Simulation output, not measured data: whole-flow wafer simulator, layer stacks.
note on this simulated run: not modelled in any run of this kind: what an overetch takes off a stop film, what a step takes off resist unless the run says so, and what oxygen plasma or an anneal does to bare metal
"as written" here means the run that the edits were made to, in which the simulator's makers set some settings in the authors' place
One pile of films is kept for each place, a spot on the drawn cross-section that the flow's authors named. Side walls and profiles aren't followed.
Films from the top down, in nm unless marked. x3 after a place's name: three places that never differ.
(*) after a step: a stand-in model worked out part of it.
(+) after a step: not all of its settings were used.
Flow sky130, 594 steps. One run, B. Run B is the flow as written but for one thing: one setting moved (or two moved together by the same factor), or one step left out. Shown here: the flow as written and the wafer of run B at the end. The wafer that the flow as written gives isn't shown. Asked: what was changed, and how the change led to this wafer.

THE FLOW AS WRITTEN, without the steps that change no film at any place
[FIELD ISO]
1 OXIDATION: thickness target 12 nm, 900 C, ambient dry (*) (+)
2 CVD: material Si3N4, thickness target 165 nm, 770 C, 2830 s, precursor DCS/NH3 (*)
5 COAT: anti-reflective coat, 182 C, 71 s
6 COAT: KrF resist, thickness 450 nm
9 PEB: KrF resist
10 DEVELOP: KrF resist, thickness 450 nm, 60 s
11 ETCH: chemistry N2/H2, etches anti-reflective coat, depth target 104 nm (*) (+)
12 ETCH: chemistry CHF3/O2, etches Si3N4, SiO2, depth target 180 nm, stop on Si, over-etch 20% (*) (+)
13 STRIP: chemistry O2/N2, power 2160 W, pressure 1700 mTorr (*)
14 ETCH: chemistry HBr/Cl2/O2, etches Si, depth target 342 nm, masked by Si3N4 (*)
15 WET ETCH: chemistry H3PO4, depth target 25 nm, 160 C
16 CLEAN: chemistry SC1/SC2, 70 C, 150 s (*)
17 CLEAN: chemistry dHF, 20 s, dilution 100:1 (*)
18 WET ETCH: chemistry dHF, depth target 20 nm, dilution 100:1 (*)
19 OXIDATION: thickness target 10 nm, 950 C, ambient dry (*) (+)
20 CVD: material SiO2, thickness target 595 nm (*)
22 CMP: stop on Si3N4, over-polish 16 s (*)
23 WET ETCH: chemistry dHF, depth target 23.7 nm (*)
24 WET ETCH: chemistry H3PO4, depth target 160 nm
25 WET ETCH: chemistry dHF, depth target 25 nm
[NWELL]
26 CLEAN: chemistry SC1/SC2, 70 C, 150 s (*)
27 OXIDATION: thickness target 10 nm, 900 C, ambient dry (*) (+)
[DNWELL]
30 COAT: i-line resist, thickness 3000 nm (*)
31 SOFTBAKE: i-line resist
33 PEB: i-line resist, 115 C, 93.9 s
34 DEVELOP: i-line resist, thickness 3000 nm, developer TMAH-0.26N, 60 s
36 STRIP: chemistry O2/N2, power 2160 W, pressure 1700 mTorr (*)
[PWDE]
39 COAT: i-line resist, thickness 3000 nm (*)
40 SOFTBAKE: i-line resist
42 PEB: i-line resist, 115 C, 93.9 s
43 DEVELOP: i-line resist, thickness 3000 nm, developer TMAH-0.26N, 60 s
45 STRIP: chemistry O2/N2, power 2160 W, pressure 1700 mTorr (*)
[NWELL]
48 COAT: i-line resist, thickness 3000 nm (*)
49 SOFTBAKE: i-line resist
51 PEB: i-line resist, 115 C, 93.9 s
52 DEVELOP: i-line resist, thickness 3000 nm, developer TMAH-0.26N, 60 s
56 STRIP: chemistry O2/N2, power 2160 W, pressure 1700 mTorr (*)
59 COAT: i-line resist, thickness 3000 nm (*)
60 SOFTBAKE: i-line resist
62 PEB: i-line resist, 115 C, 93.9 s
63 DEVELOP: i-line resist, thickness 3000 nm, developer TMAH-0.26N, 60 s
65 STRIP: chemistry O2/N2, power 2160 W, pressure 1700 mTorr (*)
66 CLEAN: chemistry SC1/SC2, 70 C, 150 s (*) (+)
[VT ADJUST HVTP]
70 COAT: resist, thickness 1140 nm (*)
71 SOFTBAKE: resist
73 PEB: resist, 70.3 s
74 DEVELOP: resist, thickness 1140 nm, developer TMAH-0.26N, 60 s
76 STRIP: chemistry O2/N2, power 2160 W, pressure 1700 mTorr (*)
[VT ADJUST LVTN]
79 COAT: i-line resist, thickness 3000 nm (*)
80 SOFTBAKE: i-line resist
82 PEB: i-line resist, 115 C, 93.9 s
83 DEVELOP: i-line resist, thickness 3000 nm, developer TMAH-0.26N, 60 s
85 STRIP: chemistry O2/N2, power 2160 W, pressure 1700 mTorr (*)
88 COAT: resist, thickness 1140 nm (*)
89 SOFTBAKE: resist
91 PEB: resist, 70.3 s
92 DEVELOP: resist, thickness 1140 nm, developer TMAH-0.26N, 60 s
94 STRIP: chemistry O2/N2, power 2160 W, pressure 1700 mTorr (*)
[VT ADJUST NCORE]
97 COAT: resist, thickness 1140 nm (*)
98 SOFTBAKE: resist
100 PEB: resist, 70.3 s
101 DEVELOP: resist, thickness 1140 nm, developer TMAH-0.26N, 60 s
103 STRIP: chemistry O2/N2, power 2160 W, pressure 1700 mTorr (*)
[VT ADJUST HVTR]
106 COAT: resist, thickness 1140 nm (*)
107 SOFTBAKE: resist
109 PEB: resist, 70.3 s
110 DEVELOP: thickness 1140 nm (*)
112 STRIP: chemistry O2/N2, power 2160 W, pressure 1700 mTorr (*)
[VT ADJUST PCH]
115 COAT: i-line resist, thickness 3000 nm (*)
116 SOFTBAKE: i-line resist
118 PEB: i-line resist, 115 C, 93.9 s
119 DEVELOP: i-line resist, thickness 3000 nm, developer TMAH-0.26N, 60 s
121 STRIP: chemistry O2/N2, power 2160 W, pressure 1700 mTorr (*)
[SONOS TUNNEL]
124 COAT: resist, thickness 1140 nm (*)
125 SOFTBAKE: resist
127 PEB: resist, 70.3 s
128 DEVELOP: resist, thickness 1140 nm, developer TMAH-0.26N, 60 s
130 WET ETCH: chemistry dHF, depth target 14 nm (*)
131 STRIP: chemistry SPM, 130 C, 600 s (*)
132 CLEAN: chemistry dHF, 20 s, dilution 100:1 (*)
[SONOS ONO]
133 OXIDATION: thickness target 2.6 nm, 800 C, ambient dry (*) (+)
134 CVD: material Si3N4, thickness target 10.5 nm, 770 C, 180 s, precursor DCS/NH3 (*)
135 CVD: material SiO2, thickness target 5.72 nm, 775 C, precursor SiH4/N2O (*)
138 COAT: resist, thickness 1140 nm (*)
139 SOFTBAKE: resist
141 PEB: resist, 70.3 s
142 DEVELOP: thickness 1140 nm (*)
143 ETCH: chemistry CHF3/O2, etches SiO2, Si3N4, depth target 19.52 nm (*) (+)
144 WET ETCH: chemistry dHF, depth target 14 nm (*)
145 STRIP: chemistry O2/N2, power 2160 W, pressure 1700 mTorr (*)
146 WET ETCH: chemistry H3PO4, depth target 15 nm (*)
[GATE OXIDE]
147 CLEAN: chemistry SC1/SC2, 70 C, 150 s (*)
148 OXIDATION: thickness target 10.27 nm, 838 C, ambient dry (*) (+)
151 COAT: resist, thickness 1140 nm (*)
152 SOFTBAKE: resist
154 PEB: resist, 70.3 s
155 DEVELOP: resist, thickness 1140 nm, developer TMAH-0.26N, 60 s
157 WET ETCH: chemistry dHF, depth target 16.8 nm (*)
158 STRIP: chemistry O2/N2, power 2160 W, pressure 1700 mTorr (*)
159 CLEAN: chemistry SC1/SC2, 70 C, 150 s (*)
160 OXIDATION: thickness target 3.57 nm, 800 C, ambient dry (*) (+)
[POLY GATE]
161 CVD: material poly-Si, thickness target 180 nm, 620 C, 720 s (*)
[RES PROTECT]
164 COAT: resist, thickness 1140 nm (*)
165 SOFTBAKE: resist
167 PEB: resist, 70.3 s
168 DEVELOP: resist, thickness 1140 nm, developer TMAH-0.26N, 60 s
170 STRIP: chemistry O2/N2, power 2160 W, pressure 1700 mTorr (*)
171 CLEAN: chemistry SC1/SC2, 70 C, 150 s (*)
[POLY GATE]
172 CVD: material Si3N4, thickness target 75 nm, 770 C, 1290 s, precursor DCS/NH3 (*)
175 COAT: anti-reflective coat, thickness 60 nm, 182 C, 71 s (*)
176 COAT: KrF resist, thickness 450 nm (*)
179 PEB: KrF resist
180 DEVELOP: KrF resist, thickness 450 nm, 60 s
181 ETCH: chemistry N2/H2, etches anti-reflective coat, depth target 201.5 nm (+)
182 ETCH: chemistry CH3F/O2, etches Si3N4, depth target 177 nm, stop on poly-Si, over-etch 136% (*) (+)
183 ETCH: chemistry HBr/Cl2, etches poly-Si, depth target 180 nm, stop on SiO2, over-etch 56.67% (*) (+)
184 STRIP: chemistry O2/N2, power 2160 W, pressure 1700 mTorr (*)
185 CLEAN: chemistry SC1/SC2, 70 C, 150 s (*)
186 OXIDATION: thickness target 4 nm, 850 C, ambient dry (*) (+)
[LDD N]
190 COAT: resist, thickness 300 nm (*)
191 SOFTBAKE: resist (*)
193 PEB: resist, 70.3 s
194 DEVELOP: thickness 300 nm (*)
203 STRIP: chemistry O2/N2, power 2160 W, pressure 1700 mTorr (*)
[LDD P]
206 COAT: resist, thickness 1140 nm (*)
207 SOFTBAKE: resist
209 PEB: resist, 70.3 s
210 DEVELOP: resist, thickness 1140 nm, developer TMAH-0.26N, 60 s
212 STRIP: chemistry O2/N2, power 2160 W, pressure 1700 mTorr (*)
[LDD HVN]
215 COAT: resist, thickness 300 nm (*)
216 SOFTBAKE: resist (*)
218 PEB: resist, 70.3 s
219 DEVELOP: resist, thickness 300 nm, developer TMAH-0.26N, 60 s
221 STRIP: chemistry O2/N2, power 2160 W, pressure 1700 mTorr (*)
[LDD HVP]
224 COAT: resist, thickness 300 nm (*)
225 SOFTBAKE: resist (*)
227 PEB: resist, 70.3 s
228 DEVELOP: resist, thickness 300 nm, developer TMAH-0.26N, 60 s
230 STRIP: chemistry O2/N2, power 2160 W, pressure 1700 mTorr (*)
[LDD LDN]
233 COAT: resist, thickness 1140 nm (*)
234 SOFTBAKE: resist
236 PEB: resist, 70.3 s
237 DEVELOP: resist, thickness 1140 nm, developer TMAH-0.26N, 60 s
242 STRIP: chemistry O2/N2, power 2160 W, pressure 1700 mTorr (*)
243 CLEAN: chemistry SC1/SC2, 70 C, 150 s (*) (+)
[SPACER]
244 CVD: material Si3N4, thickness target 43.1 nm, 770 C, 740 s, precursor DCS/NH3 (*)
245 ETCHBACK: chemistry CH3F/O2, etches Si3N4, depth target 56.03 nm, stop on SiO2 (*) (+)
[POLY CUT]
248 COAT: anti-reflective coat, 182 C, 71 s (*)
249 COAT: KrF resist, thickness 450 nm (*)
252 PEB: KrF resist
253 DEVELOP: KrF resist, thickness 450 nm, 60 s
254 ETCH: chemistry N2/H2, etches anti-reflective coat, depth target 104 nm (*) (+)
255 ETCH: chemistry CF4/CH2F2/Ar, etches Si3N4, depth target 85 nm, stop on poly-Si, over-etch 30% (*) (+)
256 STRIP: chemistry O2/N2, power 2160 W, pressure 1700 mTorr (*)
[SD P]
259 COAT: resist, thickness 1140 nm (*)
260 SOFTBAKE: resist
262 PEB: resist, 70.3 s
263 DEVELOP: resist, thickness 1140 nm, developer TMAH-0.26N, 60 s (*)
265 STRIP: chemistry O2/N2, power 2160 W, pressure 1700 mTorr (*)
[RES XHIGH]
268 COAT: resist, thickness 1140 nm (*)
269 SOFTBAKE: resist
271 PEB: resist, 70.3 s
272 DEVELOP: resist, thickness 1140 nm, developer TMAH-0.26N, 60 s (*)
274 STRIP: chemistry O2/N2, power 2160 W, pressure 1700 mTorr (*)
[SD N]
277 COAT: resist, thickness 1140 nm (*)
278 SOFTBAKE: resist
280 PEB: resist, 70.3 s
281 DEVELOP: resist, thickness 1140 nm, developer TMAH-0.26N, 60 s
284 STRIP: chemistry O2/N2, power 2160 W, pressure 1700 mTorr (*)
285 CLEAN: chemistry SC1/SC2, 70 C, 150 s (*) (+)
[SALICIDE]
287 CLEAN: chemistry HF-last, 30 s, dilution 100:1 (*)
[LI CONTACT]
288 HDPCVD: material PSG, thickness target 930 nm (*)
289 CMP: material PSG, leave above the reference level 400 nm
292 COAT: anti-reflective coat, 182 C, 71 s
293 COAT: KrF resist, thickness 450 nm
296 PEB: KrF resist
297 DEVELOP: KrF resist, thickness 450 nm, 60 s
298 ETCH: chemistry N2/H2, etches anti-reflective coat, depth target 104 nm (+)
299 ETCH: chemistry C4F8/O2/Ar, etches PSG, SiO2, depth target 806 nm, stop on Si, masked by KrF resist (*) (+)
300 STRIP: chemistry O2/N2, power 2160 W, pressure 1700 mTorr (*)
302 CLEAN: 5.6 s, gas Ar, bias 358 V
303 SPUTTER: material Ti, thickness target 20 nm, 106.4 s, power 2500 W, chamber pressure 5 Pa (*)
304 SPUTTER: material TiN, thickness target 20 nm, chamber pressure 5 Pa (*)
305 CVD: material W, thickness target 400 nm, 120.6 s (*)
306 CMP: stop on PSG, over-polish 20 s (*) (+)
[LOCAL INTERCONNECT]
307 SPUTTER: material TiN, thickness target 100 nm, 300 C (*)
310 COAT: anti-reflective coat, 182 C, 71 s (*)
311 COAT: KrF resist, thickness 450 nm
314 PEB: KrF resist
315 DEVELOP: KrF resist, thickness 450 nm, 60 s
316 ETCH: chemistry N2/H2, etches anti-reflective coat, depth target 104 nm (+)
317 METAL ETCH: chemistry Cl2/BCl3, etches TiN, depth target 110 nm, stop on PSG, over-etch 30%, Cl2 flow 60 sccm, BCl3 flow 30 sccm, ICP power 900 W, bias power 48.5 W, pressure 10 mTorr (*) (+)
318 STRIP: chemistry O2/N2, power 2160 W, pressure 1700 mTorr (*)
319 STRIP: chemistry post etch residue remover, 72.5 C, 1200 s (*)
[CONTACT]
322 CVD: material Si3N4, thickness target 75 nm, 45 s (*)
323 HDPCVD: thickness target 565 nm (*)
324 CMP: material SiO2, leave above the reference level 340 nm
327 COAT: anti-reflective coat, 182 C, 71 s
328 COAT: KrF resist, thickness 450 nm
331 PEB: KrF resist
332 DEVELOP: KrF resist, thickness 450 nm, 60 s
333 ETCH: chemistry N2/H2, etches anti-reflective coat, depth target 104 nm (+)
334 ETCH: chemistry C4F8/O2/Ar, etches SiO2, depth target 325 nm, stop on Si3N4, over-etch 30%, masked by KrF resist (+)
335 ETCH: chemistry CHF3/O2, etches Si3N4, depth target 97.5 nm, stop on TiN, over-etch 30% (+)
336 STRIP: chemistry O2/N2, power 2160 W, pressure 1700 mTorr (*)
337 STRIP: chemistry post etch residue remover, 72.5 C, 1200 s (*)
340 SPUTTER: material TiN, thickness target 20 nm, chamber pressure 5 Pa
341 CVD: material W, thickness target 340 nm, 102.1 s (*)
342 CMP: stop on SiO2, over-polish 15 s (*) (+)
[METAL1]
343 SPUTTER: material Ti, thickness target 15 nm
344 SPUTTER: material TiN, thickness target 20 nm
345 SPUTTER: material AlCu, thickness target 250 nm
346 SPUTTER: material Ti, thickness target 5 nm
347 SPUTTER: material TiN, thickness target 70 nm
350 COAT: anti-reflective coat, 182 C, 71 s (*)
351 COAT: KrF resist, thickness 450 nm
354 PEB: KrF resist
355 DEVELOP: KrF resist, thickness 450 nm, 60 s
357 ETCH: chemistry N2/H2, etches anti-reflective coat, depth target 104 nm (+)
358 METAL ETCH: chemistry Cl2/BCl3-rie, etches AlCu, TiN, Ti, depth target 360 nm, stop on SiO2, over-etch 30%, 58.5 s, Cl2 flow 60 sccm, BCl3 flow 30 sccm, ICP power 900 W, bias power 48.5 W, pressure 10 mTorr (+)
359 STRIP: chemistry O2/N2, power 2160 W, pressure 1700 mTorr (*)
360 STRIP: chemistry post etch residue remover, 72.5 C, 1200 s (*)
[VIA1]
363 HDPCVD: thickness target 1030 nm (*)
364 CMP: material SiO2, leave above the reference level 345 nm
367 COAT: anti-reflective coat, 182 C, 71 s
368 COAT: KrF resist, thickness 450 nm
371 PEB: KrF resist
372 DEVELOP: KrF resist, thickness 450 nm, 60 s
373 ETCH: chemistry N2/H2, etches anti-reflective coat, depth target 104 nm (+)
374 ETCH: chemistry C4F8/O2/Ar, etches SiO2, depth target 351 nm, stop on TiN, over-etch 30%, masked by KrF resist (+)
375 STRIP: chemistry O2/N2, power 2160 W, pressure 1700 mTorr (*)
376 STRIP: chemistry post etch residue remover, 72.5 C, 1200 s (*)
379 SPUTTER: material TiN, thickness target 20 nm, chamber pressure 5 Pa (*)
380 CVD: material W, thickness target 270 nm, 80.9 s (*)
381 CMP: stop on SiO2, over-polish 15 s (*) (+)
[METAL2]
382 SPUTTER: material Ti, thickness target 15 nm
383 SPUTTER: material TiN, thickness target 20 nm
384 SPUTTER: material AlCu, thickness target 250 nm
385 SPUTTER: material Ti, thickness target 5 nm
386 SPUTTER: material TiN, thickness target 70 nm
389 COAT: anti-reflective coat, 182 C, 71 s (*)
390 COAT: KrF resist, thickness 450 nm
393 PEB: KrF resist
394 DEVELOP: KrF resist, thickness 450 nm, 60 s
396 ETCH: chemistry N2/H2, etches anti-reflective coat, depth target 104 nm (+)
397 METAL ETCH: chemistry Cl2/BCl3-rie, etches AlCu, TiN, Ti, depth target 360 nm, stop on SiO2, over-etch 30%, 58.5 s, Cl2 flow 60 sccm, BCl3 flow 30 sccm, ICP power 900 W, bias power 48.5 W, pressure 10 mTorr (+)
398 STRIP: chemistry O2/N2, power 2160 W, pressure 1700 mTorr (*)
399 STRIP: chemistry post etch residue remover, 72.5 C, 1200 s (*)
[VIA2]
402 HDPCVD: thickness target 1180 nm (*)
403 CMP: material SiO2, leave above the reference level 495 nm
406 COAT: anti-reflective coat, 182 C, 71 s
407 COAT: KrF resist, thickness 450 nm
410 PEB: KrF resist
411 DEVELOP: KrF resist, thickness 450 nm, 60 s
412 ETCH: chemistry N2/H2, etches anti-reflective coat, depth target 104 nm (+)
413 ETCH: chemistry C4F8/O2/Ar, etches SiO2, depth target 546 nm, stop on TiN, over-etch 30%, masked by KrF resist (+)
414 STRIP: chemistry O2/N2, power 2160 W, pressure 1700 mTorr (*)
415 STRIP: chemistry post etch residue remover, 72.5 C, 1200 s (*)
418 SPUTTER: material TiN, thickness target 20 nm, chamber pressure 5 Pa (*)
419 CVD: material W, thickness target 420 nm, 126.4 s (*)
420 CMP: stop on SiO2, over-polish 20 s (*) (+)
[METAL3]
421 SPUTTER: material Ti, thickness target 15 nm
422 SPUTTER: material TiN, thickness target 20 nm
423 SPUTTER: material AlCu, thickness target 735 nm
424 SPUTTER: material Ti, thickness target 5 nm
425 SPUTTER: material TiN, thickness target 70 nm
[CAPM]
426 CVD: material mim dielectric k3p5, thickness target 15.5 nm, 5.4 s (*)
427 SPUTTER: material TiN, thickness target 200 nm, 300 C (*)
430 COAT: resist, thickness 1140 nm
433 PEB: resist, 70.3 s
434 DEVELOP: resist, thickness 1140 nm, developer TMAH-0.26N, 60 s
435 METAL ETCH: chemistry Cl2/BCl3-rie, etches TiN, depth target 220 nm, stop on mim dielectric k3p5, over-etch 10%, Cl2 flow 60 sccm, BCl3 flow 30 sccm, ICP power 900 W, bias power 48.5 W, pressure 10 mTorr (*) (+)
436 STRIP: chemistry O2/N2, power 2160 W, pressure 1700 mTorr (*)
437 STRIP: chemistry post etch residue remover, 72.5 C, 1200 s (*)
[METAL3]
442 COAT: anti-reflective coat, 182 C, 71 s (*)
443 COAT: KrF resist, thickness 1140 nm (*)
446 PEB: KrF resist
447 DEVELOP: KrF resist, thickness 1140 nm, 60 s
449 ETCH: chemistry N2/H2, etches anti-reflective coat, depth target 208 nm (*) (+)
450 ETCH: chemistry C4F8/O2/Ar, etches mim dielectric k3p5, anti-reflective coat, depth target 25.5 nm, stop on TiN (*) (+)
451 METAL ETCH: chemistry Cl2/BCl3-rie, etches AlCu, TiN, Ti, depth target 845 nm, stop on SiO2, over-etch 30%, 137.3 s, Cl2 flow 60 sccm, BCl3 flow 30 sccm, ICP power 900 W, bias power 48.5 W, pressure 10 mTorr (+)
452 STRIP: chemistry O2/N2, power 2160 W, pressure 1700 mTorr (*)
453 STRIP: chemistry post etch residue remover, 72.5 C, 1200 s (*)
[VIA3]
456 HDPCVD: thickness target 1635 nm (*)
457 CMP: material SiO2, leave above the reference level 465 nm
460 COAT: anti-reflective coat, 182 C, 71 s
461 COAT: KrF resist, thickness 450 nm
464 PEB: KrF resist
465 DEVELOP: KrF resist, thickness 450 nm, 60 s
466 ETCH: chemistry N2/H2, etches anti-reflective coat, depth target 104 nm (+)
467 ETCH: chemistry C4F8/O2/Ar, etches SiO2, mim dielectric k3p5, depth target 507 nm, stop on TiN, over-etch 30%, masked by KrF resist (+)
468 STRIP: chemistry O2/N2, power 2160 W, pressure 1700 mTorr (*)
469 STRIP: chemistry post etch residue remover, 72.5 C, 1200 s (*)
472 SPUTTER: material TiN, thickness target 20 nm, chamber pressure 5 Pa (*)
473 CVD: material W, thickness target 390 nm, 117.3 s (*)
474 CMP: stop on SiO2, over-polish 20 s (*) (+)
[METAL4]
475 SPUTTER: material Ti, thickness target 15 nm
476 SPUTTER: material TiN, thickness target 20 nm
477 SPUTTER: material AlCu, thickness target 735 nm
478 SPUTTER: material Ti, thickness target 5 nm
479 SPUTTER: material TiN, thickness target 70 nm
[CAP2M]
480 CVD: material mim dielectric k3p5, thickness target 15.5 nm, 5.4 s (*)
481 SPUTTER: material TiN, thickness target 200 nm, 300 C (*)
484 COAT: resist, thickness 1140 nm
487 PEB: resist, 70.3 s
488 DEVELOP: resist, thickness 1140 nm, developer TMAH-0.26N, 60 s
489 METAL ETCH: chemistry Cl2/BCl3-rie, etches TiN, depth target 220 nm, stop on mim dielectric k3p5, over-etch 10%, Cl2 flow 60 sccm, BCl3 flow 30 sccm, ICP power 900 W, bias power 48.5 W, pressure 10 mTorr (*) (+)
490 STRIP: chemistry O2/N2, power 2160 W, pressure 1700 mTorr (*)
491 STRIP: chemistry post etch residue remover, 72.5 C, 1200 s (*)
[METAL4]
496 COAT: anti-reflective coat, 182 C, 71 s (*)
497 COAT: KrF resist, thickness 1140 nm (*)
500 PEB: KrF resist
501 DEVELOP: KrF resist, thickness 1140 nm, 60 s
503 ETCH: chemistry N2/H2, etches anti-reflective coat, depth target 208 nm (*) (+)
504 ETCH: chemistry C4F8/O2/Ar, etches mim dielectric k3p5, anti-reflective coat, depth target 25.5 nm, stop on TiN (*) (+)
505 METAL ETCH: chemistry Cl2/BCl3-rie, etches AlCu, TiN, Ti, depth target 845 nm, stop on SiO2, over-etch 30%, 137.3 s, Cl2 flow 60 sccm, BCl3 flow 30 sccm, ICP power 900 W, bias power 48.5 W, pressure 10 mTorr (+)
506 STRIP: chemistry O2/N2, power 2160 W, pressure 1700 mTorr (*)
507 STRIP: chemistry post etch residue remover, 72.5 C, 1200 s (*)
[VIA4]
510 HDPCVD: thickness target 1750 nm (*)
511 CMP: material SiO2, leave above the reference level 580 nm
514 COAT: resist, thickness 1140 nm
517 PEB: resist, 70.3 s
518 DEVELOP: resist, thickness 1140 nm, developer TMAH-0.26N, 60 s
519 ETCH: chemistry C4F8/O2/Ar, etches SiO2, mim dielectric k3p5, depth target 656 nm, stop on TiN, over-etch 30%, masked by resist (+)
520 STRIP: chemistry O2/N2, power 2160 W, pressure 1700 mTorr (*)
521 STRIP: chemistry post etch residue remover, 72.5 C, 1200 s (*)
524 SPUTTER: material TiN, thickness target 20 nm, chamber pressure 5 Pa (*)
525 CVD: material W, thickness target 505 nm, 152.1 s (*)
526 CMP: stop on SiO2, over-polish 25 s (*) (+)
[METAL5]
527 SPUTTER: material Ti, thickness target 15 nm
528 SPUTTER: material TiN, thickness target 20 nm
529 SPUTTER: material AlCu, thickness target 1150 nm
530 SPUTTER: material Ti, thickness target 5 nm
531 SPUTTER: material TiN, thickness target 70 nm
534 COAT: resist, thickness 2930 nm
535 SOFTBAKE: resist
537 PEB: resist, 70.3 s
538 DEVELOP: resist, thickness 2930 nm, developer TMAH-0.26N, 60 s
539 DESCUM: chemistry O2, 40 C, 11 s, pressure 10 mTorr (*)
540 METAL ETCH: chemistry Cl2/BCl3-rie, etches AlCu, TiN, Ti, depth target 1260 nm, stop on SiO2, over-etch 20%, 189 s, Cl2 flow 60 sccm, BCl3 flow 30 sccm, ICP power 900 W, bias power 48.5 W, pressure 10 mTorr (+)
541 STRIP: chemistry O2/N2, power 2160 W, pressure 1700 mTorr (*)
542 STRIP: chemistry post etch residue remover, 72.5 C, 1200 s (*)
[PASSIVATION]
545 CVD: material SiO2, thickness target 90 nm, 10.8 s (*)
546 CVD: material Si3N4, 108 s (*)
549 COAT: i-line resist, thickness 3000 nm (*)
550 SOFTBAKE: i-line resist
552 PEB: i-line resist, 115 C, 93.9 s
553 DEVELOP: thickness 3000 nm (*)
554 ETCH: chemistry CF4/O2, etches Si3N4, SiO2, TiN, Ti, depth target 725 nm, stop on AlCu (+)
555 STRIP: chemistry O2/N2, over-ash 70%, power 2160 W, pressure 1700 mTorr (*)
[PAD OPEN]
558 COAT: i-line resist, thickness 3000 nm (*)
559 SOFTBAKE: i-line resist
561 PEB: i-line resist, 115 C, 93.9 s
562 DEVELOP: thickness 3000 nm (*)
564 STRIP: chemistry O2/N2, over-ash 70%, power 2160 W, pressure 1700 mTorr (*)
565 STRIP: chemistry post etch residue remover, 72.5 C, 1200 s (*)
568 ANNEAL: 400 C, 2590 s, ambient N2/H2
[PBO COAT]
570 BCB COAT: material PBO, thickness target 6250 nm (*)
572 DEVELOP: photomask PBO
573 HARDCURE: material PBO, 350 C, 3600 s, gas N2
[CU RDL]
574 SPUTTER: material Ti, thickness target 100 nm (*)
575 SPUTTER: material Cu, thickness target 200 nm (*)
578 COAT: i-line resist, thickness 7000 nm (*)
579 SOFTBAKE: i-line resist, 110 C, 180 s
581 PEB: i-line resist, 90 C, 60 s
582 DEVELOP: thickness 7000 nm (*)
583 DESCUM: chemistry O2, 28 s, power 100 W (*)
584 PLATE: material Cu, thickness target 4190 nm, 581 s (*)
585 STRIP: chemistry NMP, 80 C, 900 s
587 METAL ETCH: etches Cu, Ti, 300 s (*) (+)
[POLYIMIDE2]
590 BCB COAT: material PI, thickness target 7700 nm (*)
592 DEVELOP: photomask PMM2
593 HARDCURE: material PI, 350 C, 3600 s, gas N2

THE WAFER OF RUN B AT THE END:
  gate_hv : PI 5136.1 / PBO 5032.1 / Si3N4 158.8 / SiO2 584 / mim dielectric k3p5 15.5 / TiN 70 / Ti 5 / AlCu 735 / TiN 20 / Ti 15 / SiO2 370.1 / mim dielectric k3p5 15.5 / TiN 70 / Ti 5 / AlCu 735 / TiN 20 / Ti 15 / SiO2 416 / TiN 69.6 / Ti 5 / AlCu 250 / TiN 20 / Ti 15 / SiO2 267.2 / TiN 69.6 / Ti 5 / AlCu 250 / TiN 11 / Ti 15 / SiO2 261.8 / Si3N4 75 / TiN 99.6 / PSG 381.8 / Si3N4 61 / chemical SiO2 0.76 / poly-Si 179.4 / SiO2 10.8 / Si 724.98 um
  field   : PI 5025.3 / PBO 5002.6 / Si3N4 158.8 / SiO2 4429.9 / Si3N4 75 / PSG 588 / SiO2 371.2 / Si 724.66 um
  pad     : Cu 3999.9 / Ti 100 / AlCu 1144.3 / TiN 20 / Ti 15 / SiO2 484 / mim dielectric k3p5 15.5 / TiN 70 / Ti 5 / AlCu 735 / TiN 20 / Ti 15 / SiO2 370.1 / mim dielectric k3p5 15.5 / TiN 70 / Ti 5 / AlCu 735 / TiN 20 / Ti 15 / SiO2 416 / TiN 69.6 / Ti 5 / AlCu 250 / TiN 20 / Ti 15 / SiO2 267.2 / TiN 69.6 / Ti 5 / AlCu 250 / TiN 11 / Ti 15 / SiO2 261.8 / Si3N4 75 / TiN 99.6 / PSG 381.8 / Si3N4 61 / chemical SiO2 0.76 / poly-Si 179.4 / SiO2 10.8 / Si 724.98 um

The cause: step 344, SPUTTER: thickness target 11 nm was run, where the flow has thickness target 20 nm.
It can be read off the wafer: gate_hv has TiN 11, and step 344 as written asks for 20 nm.

How the change led to this, step by step:
  344 SPUTTER: material TiN, thickness target 20 nm
      field, active, n_well and 188 more: TiN +11 (new film) (as written it would be: TiN +20 (new film))
  358 METAL ETCH: chemistry Cl2/BCl3-rie, etches AlCu, TiN, Ti, depth target 360 nm, stop on SiO2, over-etch 30%, 58.5 s, Cl2 flow 60 sccm, BCl3 flow 30 sccm, ICP power 900 W, bias power 48.5 W, pressure 10 mTorr (+)
      field, active, gate and 81 more: TiN -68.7 (all of it), Ti -5 (all of it), AlCu -250 (all of it), TiN -11 (all of it), Ti -15 (all of it), SiO2 -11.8 (as written it would be: TiN -68.7 (all of it), Ti -5 (all of it), AlCu -250 (all of it), TiN -20 (all of it), Ti -15 (all of it), SiO2 -10.9)
  364 CMP: material SiO2, leave above the reference level 345 nm
      field, active, gate and 81 more: SiO2 -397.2 (as written it would be: SiO2 -389.1)
